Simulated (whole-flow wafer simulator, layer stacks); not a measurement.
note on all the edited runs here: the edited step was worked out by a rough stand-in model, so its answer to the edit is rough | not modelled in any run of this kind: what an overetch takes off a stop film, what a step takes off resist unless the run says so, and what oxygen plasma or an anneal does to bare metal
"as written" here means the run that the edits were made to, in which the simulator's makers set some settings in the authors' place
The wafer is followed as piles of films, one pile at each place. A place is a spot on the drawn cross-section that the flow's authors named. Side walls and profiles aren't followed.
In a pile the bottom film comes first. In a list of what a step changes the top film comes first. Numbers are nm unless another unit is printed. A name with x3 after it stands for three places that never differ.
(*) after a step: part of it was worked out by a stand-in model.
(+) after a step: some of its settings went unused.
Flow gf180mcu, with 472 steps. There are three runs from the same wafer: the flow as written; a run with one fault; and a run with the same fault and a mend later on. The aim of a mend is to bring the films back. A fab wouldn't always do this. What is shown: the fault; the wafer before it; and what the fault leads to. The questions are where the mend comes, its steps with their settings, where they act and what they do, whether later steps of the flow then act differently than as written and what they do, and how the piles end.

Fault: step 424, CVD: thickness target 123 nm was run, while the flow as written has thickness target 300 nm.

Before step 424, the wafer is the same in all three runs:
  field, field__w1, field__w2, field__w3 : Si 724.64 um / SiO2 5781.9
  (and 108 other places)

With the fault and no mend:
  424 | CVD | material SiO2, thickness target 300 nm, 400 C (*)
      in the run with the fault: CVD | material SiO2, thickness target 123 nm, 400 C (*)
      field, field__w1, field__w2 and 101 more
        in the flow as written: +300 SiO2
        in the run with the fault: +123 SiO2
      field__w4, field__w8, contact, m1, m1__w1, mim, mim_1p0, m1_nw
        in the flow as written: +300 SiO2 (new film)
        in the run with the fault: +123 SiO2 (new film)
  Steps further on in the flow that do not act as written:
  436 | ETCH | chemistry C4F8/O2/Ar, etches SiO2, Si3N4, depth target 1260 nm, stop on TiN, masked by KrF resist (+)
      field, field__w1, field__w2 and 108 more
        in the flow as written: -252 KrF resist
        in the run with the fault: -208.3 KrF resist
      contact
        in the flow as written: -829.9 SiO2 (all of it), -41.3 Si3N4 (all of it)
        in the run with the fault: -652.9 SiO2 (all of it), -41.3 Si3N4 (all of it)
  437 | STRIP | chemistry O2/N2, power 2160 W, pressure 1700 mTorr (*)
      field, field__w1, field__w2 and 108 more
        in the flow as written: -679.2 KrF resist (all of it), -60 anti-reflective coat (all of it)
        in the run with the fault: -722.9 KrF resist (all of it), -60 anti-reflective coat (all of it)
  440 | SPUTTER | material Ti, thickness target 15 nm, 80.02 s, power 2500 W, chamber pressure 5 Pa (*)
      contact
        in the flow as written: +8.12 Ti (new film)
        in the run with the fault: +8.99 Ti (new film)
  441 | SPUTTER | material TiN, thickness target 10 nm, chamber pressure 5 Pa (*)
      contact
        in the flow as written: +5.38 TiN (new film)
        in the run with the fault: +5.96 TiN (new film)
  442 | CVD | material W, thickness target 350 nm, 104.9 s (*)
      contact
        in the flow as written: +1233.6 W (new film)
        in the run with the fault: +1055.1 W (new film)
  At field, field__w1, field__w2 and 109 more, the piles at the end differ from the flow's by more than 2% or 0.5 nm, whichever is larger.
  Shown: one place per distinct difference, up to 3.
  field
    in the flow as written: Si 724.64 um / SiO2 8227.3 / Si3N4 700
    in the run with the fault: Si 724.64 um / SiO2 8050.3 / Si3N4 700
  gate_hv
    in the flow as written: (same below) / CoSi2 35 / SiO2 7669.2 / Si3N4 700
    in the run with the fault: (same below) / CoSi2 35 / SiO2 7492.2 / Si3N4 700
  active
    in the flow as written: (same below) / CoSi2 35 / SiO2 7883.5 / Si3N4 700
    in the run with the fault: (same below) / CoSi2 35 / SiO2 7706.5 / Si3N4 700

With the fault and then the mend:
  The mend follows step 424.
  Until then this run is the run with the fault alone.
  424a | CVD | material SiO2, thickness target 177 nm, 400 C (*) (a further turn of the flow's step 424, with different settings)
      field, field__w1, field__w2 and 109 more
        +177 SiO2
  Later steps of the flow that are run all act as written at every place that is followed.
  By the end, the piles equal the flow's at every place that both follow.
